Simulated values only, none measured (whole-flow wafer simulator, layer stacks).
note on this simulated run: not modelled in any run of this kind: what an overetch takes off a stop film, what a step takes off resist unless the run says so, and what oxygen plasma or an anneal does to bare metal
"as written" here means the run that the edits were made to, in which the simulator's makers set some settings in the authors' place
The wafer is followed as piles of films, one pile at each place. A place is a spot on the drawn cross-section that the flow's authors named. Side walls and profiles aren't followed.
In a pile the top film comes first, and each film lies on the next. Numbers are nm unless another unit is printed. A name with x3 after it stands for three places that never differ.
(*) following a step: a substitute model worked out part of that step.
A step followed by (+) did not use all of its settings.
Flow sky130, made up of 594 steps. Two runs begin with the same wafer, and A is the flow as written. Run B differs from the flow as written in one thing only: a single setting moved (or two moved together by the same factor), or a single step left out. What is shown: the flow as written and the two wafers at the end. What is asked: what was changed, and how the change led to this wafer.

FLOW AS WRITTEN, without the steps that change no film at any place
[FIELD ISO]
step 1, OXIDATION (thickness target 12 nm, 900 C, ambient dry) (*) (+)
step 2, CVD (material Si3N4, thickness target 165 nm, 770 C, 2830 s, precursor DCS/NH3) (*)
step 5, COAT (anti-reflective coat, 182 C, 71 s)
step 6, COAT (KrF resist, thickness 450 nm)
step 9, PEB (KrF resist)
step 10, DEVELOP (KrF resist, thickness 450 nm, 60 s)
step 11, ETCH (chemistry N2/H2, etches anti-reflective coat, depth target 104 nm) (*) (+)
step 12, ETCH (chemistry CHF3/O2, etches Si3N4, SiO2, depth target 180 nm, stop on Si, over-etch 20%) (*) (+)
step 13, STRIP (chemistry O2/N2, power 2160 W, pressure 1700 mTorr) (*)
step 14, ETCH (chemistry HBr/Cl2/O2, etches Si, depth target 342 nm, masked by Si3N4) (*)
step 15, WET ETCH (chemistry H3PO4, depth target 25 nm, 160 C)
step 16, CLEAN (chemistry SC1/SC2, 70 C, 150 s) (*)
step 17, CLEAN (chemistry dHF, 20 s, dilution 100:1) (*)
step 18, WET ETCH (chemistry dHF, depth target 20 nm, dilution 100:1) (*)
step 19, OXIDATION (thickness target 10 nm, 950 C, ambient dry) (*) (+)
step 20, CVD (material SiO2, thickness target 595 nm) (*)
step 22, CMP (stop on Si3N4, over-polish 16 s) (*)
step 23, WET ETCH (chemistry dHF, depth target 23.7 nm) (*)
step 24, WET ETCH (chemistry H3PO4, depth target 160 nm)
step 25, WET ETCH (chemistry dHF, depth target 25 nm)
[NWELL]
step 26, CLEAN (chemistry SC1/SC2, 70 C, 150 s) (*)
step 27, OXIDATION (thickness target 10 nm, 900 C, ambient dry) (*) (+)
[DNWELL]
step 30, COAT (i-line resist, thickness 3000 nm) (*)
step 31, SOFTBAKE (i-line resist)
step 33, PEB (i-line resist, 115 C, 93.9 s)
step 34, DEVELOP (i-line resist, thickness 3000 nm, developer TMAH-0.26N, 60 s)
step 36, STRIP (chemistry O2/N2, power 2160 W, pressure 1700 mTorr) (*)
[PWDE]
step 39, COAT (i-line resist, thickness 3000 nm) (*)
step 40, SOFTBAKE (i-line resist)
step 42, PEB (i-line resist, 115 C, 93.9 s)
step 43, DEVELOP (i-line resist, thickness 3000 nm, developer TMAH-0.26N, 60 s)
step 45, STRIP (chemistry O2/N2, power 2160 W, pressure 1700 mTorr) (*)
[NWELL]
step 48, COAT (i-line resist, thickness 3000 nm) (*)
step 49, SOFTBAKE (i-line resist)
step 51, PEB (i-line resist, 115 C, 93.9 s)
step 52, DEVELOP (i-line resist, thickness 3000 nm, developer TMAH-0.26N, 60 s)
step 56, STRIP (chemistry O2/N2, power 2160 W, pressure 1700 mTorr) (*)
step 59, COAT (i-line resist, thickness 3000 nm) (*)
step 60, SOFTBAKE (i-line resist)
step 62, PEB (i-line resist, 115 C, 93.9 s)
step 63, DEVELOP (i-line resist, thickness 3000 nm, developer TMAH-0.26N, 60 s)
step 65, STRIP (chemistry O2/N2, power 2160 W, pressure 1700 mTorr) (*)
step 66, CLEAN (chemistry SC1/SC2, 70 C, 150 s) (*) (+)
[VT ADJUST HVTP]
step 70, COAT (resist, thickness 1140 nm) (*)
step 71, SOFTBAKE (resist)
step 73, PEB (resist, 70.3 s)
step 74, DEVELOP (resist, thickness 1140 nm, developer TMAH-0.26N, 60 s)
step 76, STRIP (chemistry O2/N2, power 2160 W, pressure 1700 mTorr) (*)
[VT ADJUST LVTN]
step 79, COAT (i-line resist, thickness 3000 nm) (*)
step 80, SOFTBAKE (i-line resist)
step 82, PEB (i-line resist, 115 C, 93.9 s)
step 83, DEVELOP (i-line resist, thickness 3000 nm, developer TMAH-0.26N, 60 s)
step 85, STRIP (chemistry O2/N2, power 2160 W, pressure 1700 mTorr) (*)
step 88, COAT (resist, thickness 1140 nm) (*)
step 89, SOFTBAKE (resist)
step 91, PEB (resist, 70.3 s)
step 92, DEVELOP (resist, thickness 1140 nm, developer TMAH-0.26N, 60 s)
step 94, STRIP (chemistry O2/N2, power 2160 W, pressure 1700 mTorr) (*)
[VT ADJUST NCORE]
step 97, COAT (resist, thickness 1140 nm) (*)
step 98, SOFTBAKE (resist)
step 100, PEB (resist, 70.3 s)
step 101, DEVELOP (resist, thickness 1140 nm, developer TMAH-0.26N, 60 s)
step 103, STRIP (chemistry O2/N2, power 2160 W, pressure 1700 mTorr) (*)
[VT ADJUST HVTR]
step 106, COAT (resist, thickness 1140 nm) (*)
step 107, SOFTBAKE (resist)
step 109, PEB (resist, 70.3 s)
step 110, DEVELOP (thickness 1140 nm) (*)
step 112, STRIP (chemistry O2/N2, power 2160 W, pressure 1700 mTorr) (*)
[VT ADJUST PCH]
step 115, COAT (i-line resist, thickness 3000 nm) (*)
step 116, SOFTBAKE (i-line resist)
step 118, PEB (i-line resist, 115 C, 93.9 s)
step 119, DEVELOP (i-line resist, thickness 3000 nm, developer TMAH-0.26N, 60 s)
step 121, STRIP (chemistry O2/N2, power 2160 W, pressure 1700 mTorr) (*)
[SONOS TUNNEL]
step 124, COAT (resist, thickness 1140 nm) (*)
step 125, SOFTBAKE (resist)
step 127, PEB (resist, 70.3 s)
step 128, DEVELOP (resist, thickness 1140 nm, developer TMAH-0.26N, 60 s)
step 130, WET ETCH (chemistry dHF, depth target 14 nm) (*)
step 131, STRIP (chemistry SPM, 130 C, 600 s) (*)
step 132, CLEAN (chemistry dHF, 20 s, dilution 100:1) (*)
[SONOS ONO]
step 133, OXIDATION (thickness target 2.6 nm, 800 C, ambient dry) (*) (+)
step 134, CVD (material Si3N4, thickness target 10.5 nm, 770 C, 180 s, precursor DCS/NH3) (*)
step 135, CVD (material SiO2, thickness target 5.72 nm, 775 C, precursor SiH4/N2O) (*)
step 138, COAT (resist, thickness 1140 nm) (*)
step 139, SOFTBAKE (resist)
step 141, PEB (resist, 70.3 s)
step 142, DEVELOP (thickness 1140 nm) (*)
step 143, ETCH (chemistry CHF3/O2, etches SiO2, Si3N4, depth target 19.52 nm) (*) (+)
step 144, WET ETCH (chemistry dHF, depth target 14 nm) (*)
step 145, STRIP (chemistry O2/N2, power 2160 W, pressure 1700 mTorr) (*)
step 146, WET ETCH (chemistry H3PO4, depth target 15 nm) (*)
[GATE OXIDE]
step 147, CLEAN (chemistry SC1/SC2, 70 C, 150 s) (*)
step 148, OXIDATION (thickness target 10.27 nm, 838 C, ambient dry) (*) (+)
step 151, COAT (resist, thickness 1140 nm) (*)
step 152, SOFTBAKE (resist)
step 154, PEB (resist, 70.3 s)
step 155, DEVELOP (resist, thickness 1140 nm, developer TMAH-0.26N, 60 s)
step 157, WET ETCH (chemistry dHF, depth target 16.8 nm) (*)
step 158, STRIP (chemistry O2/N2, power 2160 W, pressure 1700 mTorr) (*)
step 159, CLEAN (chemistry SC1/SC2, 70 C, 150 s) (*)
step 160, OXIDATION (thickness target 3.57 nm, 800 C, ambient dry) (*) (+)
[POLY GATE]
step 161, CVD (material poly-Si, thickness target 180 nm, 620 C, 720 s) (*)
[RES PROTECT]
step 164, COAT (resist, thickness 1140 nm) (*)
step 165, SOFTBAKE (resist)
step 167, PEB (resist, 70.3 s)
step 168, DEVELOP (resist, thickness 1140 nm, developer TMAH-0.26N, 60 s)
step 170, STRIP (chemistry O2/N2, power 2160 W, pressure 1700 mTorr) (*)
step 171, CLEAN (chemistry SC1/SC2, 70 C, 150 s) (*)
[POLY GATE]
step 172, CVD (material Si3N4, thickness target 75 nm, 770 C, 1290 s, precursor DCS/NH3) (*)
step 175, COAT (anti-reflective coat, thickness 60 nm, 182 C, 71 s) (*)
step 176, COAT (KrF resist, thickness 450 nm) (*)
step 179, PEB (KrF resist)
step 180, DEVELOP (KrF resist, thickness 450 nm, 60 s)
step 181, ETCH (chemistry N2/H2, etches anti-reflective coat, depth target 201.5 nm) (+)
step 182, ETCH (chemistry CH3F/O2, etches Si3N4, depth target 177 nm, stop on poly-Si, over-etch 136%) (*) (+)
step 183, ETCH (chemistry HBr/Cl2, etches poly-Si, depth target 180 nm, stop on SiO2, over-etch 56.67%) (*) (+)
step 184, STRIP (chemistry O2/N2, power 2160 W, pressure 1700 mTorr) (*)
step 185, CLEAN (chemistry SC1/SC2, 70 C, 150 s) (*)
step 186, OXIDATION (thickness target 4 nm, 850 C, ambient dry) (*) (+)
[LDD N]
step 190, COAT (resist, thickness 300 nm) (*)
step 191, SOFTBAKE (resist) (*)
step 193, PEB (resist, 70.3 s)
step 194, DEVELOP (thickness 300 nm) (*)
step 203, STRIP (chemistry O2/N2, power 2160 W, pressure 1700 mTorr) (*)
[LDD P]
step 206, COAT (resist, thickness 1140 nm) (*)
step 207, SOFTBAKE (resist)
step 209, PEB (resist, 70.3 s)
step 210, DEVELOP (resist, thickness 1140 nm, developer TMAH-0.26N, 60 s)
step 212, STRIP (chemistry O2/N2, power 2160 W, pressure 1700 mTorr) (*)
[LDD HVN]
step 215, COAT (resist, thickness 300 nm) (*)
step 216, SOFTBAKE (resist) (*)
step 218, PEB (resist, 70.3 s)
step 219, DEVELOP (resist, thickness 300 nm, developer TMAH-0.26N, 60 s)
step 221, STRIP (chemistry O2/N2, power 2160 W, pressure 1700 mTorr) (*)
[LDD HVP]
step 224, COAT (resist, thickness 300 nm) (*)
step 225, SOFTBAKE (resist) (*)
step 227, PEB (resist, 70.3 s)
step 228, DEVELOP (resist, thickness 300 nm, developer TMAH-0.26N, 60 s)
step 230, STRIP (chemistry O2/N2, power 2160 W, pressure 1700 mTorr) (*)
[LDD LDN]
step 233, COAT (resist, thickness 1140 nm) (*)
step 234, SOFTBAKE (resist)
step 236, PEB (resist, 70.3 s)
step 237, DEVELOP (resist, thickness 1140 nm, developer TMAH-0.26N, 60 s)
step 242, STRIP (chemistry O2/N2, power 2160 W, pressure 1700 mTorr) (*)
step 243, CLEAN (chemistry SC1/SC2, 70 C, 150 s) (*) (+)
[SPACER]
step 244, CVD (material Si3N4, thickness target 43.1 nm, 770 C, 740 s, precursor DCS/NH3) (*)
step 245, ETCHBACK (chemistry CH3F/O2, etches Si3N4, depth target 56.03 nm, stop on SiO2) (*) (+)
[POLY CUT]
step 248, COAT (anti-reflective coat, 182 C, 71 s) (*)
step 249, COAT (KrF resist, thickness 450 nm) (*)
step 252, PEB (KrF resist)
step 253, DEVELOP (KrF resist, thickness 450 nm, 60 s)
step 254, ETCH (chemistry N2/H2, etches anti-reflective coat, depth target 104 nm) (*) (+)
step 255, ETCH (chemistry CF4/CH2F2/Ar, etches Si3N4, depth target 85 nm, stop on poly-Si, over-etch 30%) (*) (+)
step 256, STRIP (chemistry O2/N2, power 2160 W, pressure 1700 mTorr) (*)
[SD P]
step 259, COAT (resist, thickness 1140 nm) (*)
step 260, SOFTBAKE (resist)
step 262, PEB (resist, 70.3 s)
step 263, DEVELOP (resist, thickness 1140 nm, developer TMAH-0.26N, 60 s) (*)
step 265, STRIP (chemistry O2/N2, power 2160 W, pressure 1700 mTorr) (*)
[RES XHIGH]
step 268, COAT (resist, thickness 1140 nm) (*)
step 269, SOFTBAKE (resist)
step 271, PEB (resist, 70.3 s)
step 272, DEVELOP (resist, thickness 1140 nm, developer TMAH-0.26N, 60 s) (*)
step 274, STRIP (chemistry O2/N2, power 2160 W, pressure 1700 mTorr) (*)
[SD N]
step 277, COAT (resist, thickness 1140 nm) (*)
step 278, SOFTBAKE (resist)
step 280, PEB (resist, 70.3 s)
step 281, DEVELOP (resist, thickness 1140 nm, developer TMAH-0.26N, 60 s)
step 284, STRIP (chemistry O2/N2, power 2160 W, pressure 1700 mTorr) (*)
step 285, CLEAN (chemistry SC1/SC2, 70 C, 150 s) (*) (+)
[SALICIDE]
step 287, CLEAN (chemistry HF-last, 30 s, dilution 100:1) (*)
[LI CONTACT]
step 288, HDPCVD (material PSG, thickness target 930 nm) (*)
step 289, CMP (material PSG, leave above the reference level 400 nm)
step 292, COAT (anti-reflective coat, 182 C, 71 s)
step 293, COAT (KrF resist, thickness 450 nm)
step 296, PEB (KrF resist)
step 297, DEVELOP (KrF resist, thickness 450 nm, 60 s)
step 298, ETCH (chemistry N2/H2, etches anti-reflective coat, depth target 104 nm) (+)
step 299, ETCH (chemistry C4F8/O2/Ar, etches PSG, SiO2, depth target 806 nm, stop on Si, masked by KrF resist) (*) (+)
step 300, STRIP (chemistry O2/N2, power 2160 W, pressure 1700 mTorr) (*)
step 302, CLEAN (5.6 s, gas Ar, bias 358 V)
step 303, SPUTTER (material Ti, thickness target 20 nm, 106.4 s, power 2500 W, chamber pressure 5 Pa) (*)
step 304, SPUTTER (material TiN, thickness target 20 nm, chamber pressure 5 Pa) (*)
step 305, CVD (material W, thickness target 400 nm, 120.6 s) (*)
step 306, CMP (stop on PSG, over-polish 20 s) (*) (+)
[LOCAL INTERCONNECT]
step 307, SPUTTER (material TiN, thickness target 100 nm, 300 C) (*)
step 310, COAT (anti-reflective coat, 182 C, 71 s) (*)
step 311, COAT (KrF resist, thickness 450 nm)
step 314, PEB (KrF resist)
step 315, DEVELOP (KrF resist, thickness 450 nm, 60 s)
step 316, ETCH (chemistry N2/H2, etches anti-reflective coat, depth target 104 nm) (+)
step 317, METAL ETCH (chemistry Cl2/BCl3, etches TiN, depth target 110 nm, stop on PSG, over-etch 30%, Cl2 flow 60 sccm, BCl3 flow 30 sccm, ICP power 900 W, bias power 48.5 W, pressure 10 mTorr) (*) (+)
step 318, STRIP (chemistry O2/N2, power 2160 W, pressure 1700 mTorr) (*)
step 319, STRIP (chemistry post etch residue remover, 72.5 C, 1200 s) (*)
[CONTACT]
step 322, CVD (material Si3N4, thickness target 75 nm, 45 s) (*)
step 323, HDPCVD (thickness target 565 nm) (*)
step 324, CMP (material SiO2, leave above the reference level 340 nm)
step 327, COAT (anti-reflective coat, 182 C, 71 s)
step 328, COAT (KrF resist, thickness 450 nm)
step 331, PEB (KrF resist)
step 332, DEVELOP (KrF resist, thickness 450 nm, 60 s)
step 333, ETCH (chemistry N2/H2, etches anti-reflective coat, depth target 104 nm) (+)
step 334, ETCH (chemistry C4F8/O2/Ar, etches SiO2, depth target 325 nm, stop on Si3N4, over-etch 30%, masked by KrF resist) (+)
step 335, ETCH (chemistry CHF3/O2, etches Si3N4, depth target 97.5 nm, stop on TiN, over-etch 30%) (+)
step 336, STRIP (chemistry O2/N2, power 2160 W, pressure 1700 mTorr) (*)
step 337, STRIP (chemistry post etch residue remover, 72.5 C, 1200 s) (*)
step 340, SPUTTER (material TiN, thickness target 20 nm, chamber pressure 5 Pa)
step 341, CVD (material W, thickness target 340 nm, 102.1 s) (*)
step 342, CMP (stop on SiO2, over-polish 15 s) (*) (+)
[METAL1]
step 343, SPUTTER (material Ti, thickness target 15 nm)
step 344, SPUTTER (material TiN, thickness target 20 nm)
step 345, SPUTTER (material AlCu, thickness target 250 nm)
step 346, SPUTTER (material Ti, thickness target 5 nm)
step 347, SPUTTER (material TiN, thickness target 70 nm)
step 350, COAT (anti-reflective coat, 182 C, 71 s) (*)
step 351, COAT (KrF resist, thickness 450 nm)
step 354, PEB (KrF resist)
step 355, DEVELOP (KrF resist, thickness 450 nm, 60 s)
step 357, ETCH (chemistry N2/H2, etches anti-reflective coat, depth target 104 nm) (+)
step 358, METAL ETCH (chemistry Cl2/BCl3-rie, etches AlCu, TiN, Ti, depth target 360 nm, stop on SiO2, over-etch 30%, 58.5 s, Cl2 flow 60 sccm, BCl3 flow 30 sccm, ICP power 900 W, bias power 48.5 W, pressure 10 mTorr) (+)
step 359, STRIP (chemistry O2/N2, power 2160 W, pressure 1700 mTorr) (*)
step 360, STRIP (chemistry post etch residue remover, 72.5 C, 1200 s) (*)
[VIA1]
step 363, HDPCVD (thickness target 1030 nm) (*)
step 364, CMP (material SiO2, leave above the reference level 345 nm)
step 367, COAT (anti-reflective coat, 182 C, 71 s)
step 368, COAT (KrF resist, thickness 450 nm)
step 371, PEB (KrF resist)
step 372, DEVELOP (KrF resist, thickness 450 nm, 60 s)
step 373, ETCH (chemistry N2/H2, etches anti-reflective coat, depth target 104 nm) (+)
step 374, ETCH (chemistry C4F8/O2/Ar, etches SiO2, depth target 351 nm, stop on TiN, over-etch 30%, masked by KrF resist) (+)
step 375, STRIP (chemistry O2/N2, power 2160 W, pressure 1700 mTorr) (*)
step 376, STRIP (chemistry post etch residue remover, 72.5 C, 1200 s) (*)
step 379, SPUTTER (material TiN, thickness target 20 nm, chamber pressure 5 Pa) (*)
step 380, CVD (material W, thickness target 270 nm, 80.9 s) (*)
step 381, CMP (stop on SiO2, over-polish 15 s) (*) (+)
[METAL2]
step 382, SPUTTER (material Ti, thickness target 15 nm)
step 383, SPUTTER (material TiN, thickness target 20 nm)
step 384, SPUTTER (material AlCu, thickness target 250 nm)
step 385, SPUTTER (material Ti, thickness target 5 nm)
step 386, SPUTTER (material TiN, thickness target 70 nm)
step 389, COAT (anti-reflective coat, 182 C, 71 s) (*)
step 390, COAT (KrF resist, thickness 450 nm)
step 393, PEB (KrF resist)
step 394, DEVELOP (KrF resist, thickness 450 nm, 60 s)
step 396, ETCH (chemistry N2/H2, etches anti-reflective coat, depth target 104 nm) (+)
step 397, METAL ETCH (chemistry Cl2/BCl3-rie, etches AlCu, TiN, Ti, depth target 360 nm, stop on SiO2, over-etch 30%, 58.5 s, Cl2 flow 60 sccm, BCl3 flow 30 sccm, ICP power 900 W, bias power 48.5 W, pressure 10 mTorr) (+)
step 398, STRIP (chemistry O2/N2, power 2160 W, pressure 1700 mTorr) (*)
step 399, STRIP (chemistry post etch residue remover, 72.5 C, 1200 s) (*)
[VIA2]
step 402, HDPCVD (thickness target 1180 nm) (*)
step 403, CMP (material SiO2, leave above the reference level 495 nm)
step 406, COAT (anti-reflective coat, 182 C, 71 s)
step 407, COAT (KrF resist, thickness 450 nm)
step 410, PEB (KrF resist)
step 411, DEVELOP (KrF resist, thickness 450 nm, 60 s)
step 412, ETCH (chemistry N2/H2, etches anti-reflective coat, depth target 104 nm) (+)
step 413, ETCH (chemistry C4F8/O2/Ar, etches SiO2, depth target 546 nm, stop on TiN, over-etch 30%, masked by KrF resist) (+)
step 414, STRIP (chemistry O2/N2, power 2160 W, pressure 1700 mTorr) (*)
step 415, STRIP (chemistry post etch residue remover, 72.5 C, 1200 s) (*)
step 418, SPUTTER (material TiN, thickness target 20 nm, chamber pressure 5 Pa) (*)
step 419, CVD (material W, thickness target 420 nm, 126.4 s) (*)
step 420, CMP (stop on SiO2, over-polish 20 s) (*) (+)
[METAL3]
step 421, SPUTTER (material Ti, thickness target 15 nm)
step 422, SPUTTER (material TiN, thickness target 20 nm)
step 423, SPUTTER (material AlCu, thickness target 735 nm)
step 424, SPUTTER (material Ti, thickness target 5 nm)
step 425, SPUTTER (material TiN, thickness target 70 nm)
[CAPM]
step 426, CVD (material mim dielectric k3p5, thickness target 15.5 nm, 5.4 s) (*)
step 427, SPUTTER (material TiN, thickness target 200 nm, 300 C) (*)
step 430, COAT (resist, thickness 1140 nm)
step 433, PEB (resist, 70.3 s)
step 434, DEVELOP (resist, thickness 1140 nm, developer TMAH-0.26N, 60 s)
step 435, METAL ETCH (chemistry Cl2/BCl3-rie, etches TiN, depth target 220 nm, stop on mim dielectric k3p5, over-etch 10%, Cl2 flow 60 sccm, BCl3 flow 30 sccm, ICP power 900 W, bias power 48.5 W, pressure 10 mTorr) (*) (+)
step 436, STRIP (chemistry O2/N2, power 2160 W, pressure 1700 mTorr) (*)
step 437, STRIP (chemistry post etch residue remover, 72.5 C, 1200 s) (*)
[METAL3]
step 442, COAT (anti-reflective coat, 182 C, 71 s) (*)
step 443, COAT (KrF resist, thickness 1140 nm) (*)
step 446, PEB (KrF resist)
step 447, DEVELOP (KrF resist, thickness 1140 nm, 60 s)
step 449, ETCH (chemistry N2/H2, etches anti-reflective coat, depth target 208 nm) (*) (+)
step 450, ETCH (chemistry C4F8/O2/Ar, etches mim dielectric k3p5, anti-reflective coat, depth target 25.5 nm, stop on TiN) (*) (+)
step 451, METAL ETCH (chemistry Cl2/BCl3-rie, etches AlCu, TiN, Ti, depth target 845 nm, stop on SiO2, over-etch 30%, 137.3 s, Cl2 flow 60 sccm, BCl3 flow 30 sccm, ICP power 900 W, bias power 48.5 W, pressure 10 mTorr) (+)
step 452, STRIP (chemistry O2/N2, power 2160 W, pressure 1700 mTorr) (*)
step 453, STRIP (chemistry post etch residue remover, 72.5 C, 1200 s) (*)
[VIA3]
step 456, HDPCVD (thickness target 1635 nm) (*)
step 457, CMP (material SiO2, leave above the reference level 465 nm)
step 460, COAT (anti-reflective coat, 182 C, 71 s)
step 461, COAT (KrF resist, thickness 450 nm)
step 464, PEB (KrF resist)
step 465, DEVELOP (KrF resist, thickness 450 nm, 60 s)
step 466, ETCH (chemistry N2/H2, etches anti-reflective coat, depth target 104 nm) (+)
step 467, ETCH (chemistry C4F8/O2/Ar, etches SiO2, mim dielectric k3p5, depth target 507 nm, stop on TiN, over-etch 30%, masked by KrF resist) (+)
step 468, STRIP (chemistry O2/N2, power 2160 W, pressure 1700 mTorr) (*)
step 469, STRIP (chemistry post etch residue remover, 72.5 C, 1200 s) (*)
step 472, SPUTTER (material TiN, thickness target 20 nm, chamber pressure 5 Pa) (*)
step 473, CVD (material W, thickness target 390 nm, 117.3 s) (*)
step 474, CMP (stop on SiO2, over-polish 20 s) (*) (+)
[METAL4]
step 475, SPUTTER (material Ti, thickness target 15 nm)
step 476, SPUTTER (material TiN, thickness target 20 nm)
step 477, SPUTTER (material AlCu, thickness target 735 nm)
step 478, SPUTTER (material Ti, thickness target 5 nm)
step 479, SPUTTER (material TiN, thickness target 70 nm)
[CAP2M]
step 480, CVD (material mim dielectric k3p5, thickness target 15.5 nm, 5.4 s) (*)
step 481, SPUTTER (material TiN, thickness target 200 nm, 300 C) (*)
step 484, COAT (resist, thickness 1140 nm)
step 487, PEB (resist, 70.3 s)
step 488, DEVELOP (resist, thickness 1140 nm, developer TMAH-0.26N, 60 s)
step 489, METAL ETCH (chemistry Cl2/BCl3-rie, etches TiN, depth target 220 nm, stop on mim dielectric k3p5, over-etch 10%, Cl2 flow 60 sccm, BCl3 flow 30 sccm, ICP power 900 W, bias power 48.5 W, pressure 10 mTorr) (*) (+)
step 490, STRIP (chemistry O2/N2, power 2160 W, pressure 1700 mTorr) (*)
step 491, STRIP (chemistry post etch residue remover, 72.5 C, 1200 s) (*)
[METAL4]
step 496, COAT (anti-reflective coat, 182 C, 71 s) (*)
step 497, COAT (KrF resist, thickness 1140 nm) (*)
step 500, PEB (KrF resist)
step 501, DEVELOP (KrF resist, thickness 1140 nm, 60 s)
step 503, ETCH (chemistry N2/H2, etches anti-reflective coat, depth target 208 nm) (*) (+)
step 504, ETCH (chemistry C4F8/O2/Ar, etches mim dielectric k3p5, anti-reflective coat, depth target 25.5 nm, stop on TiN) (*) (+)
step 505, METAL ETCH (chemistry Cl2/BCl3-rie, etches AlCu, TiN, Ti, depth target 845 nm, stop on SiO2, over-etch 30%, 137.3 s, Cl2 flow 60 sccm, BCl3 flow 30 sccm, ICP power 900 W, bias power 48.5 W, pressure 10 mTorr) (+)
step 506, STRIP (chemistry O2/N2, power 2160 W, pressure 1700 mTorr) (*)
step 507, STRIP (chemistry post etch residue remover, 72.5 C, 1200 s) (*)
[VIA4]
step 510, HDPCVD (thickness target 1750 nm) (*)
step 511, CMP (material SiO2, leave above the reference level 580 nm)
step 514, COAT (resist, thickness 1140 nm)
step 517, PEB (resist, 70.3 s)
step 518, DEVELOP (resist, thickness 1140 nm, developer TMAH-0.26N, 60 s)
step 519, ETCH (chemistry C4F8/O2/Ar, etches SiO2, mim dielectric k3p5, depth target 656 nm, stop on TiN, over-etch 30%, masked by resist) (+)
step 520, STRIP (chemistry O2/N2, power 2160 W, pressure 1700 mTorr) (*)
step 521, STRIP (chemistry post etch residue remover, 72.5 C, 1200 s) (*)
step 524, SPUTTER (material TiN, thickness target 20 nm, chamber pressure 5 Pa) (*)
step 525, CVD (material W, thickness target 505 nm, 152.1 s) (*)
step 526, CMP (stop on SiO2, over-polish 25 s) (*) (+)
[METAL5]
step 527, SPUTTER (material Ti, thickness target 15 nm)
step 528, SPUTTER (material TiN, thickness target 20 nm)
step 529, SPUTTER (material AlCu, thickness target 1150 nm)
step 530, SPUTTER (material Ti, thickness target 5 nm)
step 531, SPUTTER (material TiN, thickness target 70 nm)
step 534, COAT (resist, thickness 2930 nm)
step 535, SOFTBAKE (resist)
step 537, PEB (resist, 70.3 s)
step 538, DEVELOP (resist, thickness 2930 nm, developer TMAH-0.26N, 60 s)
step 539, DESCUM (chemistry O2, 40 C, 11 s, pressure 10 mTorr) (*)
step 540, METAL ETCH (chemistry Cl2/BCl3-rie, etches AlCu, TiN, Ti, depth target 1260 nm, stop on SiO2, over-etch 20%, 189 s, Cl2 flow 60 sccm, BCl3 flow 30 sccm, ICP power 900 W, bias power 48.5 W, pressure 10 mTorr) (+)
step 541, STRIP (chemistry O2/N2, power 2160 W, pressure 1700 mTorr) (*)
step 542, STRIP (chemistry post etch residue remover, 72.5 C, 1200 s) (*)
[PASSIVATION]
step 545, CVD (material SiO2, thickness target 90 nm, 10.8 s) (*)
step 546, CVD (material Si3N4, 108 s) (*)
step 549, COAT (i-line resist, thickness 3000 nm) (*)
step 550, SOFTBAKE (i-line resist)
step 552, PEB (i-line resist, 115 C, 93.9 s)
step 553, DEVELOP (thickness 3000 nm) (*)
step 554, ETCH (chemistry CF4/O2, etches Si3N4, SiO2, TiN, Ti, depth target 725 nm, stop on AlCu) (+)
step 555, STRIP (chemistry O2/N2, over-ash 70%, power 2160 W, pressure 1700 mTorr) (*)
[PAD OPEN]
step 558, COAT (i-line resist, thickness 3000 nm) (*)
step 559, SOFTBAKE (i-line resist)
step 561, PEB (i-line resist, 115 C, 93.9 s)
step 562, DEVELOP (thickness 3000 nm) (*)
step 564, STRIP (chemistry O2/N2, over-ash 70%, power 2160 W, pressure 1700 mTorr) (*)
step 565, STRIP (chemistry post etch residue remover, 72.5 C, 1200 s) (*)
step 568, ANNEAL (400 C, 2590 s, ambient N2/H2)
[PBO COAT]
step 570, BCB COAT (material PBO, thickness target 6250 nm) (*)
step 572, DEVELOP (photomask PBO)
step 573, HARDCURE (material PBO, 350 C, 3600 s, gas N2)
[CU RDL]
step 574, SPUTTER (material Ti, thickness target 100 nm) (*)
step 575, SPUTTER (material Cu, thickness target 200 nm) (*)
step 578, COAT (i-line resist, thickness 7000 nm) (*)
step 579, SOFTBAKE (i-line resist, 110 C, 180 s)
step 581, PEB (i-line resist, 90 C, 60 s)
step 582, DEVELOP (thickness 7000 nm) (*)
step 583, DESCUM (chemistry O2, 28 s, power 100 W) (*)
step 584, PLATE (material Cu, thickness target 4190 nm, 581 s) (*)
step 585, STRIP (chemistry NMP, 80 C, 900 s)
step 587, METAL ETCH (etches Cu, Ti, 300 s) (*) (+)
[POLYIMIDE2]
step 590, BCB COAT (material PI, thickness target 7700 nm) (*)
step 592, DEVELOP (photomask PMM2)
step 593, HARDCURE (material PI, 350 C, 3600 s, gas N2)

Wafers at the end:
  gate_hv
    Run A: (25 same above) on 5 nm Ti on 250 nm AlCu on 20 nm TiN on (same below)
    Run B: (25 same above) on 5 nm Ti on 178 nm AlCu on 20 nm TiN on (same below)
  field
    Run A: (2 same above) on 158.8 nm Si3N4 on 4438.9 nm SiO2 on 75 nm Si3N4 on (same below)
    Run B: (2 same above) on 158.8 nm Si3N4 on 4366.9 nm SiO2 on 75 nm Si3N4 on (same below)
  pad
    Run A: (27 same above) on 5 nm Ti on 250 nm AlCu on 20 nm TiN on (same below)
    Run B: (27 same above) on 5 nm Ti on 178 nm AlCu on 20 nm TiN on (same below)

What caused this: step 345, SPUTTER: thickness target 178 nm was run, while the flow as written has thickness target 250 nm.
One can read it off the wafer: gate_hv has AlCu 178, and step 345 as written asks for 250 nm.

Step by step, how the change led to this:
  step 345, SPUTTER (material AlCu, thickness target 250 nm)
      field, active, n_well and 188 more: A AlCu gains 250 (new film) | B AlCu gains 178 (new film)
  step 358, METAL ETCH (chemistry Cl2/BCl3-rie, etches AlCu, TiN, Ti, depth target 360 nm, stop on SiO2, over-etch 30%, 58.5 s, Cl2 flow 60 sccm, BCl3 flow 30 sccm, ICP power 900 W, bias power 48.5 W, pressure 10 mTorr) (+)
      field, active, gate and 81 more: A TiN loses 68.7 (all of it), Ti loses 5 (all of it), AlCu loses 250 (all of it), TiN loses 20 (all of it), Ti loses 15 (all of it), SiO2 loses 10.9 | B TiN loses 68.7 (all of it), Ti loses 5 (all of it), AlCu loses 178 (all of it), TiN loses 20 (all of it), Ti loses 15 (all of it), SiO2 loses 18.1
  step 364, CMP (material SiO2, leave above the reference level 345 nm)
      field, active, gate and 81 more: A SiO2 loses 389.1 | B SiO2 loses 453.9
